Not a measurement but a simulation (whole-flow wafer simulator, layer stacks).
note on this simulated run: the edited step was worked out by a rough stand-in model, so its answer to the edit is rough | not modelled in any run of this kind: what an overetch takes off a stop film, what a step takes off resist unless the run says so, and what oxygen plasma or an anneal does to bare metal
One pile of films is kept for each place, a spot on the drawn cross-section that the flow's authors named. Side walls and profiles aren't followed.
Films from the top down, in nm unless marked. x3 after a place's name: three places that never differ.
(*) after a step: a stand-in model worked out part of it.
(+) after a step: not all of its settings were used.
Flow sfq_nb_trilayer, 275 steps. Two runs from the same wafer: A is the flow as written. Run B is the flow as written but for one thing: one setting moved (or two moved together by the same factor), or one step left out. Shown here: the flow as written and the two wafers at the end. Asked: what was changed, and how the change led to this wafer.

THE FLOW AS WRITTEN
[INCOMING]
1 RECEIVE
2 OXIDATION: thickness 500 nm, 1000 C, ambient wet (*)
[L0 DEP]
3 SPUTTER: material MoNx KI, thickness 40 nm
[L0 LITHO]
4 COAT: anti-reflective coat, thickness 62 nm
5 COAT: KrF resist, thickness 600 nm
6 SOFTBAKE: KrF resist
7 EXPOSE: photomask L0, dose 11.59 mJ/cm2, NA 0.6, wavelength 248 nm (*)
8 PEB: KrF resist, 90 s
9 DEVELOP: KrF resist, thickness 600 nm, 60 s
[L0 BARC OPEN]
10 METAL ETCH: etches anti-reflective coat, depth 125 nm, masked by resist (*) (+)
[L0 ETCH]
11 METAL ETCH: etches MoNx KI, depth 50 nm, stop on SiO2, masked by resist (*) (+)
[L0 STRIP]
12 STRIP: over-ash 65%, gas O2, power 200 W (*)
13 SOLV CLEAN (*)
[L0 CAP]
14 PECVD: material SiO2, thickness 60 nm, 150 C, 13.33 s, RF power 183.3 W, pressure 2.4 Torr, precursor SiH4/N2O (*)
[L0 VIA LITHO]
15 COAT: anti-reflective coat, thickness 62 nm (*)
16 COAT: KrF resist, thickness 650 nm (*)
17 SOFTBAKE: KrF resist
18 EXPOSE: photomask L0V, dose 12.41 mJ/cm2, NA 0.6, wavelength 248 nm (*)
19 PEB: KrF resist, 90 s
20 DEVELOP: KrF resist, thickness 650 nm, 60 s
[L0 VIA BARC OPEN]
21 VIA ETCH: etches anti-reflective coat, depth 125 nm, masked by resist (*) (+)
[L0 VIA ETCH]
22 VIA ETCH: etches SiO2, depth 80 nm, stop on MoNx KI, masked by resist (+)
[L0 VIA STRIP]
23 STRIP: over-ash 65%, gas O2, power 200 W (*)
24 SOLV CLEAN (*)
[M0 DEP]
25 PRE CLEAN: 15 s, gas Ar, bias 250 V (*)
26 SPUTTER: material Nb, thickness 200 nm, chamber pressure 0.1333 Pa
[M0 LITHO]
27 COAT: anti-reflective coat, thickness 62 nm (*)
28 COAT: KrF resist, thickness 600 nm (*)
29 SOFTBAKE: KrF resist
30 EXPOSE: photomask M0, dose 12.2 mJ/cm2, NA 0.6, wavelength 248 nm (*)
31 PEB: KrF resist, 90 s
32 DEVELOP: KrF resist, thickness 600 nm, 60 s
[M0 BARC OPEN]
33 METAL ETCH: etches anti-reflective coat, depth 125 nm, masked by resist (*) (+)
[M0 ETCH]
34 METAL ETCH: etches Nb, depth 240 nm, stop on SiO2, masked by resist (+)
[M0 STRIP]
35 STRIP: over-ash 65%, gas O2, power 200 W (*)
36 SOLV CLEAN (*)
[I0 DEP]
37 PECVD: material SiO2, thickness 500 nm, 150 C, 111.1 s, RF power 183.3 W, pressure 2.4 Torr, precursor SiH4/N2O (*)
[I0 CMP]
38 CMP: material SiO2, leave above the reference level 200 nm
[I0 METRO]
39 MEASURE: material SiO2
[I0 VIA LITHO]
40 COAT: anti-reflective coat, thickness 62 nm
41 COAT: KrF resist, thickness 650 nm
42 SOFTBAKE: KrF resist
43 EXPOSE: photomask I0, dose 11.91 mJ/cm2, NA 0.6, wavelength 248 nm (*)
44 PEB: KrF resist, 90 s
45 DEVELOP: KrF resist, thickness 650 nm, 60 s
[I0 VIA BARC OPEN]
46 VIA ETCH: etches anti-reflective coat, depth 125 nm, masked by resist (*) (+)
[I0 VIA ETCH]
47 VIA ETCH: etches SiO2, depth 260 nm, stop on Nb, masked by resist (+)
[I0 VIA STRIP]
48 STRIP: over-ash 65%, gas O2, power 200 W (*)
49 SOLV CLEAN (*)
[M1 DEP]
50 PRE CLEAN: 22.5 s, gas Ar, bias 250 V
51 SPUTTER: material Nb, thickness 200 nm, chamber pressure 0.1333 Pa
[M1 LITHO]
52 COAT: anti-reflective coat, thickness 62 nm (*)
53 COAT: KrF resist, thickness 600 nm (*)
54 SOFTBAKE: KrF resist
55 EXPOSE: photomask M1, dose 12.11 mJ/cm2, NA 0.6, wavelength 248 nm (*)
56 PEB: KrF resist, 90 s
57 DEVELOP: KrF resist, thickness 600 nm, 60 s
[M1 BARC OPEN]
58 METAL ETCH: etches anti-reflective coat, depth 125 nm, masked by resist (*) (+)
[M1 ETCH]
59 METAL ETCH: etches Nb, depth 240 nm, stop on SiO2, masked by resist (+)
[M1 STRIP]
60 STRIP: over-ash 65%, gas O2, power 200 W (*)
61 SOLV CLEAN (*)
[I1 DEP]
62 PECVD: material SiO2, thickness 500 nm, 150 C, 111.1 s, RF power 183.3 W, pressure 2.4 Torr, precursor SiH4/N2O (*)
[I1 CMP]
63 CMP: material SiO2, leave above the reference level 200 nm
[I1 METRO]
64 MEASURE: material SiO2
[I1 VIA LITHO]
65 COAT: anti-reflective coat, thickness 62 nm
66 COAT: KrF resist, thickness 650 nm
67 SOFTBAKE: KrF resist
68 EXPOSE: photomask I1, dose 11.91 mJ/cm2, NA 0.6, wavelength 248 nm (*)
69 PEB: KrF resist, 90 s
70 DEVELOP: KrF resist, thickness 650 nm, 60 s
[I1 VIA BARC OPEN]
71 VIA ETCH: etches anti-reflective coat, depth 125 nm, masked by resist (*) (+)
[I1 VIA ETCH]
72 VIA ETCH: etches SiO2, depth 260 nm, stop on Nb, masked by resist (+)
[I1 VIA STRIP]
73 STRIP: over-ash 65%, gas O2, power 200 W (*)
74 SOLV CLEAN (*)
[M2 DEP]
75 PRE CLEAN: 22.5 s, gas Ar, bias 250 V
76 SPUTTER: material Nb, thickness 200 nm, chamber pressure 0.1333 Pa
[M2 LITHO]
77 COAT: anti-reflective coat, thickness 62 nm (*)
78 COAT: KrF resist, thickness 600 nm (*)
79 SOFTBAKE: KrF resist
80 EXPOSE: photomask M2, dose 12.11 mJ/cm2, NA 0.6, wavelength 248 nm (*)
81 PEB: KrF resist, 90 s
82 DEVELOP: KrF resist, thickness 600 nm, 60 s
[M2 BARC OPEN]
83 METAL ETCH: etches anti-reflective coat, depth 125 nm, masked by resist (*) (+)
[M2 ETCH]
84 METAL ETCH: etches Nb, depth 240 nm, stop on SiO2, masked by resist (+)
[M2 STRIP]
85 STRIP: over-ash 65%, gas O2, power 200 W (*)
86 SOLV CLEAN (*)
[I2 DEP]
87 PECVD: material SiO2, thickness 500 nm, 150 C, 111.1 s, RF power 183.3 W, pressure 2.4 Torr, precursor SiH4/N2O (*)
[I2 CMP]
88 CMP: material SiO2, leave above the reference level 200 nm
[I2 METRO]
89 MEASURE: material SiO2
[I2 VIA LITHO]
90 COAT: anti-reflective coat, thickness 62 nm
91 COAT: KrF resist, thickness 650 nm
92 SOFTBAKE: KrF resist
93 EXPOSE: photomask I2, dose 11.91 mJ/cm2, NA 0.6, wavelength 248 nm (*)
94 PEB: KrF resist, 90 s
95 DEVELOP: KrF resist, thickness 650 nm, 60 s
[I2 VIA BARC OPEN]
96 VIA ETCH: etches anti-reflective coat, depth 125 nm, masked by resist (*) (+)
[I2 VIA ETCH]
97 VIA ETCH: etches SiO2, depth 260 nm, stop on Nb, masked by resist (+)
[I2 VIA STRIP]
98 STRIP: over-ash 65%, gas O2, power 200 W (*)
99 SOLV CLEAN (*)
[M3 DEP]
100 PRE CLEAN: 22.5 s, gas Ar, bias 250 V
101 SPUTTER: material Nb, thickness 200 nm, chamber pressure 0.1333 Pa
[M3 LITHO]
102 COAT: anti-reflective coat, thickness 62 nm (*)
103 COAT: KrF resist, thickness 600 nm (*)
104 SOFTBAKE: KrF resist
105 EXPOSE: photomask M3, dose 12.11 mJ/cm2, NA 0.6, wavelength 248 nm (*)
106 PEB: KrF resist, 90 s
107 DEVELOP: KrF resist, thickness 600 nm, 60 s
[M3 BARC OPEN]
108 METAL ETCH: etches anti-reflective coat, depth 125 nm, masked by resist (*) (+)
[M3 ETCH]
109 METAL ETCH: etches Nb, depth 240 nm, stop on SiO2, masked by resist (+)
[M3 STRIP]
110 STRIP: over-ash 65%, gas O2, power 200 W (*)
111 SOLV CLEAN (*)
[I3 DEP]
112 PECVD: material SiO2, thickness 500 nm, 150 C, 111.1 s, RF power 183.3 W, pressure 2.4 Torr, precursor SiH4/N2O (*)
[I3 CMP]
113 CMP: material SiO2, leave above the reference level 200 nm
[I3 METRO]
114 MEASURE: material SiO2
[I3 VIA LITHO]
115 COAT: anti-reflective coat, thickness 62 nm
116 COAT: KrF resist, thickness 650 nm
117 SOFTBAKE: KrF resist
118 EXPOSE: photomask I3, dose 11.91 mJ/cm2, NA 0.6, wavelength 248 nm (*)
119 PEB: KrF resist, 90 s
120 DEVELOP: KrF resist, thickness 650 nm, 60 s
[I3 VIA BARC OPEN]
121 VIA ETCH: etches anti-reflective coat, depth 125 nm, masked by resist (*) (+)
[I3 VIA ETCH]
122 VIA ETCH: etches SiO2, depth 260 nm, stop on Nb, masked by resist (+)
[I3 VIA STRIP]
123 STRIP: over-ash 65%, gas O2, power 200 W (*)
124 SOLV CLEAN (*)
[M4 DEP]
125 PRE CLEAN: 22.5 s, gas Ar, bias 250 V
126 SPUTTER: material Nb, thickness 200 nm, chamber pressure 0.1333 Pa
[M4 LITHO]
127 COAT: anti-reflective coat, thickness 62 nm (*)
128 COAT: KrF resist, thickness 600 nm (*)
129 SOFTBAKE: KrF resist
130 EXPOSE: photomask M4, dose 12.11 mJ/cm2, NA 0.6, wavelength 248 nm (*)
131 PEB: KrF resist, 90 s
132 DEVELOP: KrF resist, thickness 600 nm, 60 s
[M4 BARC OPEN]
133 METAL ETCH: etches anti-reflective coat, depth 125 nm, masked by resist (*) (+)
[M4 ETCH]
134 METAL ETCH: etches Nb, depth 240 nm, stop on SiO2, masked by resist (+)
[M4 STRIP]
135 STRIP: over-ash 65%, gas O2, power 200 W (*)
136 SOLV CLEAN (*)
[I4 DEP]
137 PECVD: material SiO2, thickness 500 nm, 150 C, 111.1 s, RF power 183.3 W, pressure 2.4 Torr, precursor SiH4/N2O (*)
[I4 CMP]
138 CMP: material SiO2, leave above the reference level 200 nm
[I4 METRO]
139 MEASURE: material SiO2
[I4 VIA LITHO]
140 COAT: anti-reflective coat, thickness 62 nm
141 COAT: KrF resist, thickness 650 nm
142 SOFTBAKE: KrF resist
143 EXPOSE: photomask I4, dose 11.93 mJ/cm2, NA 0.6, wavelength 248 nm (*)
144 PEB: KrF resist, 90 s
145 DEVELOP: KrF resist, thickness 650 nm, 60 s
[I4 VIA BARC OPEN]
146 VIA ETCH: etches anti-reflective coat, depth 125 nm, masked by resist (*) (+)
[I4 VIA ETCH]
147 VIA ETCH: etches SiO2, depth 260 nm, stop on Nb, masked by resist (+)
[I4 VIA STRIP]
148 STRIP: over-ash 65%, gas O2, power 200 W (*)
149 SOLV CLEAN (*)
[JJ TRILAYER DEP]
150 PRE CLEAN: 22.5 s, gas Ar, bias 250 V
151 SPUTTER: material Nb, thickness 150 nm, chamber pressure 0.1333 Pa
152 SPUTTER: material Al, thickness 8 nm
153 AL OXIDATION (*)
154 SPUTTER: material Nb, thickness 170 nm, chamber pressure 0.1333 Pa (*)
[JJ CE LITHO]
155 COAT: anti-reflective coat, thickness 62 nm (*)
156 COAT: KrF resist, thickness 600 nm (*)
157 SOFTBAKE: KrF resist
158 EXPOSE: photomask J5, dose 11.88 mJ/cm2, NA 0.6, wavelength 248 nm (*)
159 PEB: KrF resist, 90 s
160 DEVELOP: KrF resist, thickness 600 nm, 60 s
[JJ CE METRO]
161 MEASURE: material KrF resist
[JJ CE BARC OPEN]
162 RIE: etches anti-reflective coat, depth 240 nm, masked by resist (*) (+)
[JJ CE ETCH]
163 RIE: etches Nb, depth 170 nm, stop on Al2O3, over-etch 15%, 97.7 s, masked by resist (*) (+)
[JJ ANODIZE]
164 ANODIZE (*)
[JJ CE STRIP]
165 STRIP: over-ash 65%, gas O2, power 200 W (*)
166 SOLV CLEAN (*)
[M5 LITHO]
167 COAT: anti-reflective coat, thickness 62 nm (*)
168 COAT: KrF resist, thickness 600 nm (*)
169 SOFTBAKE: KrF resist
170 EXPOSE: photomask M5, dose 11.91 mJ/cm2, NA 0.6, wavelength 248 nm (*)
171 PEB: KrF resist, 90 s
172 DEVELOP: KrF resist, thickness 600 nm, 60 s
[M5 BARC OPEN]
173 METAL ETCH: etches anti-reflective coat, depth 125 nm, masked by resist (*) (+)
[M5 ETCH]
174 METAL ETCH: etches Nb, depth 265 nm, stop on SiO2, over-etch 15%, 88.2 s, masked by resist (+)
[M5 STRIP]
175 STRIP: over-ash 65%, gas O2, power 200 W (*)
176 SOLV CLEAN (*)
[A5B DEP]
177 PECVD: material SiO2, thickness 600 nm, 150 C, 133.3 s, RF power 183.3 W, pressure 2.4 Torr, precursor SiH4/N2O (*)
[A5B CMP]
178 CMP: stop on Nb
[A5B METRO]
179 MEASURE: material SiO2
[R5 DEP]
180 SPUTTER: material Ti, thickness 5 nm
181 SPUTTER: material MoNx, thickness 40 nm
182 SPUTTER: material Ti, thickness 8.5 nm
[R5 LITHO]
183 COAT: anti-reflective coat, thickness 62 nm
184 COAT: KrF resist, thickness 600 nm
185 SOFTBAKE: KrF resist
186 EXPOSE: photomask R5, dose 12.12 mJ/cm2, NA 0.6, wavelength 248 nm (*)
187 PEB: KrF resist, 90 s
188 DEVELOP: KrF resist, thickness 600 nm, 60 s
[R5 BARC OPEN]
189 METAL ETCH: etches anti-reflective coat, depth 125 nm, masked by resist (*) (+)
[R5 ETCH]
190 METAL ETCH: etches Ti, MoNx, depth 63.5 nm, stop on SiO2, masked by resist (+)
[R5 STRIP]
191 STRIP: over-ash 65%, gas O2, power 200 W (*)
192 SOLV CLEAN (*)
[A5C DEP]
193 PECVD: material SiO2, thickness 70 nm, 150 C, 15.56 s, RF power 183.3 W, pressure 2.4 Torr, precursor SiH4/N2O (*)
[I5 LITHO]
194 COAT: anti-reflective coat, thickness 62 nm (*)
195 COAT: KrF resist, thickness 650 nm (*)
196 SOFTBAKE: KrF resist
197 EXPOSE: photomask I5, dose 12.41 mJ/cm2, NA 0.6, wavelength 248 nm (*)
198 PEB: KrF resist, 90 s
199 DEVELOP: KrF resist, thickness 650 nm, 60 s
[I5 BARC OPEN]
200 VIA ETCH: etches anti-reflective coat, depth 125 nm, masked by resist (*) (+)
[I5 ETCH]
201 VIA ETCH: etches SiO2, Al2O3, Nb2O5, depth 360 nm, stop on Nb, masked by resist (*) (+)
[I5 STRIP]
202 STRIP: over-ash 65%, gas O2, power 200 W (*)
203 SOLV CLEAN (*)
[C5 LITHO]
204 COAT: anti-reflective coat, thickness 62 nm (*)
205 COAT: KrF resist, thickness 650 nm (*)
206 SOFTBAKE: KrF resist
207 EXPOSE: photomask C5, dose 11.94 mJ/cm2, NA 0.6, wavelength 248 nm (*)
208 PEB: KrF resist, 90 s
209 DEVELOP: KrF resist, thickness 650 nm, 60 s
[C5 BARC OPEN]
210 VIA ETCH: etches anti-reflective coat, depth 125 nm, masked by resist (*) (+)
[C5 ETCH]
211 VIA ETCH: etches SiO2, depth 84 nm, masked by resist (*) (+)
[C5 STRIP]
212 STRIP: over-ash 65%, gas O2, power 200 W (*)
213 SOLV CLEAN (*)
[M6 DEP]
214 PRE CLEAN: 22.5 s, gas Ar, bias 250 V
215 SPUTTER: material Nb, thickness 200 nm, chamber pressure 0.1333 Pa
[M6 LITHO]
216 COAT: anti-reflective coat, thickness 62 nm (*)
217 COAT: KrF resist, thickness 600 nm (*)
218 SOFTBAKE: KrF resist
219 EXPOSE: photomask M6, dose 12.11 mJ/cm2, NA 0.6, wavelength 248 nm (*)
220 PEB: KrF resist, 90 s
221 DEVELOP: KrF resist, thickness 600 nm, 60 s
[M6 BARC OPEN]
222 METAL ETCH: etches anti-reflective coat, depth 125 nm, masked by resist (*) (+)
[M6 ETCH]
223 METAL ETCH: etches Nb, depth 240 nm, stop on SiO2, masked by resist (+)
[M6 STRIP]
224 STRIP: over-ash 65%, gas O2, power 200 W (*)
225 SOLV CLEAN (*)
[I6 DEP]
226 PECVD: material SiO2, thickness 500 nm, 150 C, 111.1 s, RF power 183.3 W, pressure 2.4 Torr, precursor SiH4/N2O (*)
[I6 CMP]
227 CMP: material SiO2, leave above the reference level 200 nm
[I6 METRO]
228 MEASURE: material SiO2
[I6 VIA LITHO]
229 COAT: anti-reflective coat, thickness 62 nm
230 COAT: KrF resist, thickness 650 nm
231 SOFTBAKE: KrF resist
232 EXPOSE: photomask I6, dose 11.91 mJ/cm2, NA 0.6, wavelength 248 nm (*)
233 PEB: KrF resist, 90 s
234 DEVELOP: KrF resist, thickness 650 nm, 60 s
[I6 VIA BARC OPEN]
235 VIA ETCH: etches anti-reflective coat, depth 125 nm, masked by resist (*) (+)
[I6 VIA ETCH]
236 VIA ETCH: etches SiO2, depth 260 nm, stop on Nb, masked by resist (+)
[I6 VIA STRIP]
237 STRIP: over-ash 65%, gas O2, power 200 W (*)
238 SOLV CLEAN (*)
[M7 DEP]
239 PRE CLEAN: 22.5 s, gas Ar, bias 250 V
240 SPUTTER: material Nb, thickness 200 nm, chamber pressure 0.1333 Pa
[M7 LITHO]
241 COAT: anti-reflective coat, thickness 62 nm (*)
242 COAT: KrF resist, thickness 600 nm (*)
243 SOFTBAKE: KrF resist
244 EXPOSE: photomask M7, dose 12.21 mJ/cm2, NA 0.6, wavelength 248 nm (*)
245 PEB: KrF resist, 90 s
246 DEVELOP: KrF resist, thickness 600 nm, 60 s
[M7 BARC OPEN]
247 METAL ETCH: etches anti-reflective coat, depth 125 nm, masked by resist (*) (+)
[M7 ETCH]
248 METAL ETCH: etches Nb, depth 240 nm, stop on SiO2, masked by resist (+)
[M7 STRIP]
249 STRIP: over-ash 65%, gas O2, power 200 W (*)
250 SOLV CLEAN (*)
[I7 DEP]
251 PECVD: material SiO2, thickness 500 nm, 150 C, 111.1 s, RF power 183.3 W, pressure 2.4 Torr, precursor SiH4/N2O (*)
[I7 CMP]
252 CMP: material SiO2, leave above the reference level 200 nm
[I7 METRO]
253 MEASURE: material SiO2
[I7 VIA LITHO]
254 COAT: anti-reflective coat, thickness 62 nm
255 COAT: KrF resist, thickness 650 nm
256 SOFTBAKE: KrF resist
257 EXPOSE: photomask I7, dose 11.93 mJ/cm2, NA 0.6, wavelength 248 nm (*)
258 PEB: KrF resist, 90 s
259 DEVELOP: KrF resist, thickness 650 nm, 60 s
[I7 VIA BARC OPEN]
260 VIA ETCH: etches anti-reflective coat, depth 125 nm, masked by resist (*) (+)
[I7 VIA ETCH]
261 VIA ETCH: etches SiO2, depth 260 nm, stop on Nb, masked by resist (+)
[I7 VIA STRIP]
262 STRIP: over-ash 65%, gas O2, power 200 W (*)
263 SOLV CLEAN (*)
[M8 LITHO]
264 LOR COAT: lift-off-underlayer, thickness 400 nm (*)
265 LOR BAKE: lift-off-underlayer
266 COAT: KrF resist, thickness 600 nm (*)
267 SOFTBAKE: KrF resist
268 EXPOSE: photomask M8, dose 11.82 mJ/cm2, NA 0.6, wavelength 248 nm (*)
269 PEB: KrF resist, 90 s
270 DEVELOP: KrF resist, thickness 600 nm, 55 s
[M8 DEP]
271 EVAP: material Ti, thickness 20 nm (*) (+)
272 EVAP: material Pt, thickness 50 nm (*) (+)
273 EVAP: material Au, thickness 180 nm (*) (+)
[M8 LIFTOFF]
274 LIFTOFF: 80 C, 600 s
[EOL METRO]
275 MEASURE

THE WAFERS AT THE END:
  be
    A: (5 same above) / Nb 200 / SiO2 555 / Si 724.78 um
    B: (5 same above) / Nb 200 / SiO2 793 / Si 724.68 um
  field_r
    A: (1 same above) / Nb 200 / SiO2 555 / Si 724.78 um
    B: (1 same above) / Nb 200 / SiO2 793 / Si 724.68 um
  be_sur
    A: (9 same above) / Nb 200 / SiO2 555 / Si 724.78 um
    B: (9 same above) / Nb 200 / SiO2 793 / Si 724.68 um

The cause: step 2, OXIDATION: thickness 738 nm was run, where the flow has thickness 500 nm.

How the change led to this, step by step:
  2 OXIDATION: thickness 500 nm, 1000 C, ambient wet (*)
      field_l, v_sur, via_wl and 103 more: A SiO2 +500 (new film), chemical SiO2 -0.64 (all of it), Si -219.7 | B SiO2 +738 (new film), chemical SiO2 -0.64 (all of it), Si -324.4
